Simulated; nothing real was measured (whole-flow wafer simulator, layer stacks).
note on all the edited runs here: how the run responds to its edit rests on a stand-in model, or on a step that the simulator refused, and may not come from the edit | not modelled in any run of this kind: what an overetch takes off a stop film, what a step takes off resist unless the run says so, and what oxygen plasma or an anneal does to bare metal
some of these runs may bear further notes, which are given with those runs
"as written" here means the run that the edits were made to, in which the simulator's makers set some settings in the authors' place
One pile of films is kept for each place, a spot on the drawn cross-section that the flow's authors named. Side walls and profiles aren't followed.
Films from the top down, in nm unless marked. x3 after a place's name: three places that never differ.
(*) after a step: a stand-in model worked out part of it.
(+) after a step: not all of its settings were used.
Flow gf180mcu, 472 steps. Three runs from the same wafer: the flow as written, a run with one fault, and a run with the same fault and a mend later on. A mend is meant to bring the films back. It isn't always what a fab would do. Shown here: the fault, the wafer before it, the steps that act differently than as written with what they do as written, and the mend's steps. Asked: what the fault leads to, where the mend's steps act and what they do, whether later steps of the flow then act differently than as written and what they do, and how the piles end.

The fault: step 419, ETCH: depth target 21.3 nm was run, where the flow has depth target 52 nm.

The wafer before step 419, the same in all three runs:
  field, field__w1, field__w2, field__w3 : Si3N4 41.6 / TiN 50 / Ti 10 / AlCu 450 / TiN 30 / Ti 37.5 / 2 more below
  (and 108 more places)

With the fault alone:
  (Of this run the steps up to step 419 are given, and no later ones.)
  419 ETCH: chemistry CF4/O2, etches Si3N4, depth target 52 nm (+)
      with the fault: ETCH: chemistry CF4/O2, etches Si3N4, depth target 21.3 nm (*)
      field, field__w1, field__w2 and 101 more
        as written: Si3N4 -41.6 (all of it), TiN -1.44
        with the fault: Si3N4 -21.3
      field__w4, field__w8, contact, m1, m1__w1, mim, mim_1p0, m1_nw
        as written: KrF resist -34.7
        with the fault: KrF resist -14.2
  After step 419 the piles differ from the flow's by more than 2% or 0.5 nm, whichever is larger, at field, field__w1, field__w2 and 109 more.
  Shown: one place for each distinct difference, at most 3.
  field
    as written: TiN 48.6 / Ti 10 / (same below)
    with the fault: Si3N4 20.3 / TiN 50 / Ti 10 / (same below)
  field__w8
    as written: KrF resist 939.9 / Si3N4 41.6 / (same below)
    with the fault: KrF resist 960.3 / Si3N4 41.6 / (same below)
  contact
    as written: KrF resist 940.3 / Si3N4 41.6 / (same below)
    with the fault: KrF resist 960.8 / Si3N4 41.6 / (same below)

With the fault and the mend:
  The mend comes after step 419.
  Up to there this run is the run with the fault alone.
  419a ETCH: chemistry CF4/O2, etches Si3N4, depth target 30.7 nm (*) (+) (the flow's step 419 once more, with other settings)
      field, field__w1, field__w2 and 101 more
        Si3N4 -20.3 (all of it), TiN -1.41
      field__w4, field__w8, contact, m1, m1__w1, mim, mim_1p0, m1_nw
        KrF resist -20.3
  No later step of the flow acts differently than as written, at any place that is followed, by more than 2% or 0.5 nm, whichever is larger.
  At the end the piles are the same as the flow's at every place that both follow.
